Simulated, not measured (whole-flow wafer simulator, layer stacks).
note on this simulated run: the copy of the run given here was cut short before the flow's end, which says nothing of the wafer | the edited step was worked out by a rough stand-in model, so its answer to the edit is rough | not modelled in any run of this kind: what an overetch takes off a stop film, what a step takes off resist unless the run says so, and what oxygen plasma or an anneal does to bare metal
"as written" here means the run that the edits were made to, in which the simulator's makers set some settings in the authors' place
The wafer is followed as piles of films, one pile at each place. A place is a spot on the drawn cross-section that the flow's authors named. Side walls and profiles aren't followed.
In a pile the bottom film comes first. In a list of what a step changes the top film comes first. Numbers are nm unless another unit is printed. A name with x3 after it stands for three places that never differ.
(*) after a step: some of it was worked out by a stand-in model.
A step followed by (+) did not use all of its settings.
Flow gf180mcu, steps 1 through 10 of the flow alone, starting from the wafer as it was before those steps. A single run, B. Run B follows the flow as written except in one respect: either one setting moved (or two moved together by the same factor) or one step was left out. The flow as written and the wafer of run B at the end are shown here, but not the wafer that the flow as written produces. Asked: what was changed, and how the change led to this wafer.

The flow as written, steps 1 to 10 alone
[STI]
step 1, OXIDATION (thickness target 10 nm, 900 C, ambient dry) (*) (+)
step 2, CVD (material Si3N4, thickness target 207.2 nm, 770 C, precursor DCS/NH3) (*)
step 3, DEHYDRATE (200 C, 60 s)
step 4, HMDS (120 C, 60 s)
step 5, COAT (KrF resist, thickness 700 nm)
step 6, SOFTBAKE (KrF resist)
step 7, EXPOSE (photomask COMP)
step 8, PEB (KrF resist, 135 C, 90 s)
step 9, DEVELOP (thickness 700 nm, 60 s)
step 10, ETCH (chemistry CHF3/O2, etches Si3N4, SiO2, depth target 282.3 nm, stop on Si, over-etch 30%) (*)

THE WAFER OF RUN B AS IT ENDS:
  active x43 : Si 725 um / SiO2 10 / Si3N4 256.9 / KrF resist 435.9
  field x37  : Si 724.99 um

The reason: step 2, CVD: thickness target 256.9 nm was run, though the flow has thickness target 207.2 nm.
The wafer itself shows it: active x43 has Si3N4 256.9, and step 2 as written asks for 207.2 nm.

Step by step, how the change led to this:
  step 2, CVD (material Si3N4, thickness target 207.2 nm, 770 C, precursor DCS/NH3) (*)
      field x37, active x43: Si3N4 gains 256.9 (new film) (in the flow as written it would be: Si3N4 gains 207.2 (new film))
  step 10, ETCH (chemistry CHF3/O2, etches Si3N4, SiO2, depth target 282.3 nm, stop on Si, over-etch 30%) (*)
      field x37: Si3N4 loses 256.9 (all of it), SiO2 loses 10 (all of it), Si loses 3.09 (in the flow as written it would be: Si3N4 loses 207.2 (all of it), SiO2 loses 10 (all of it), Si loses 13)
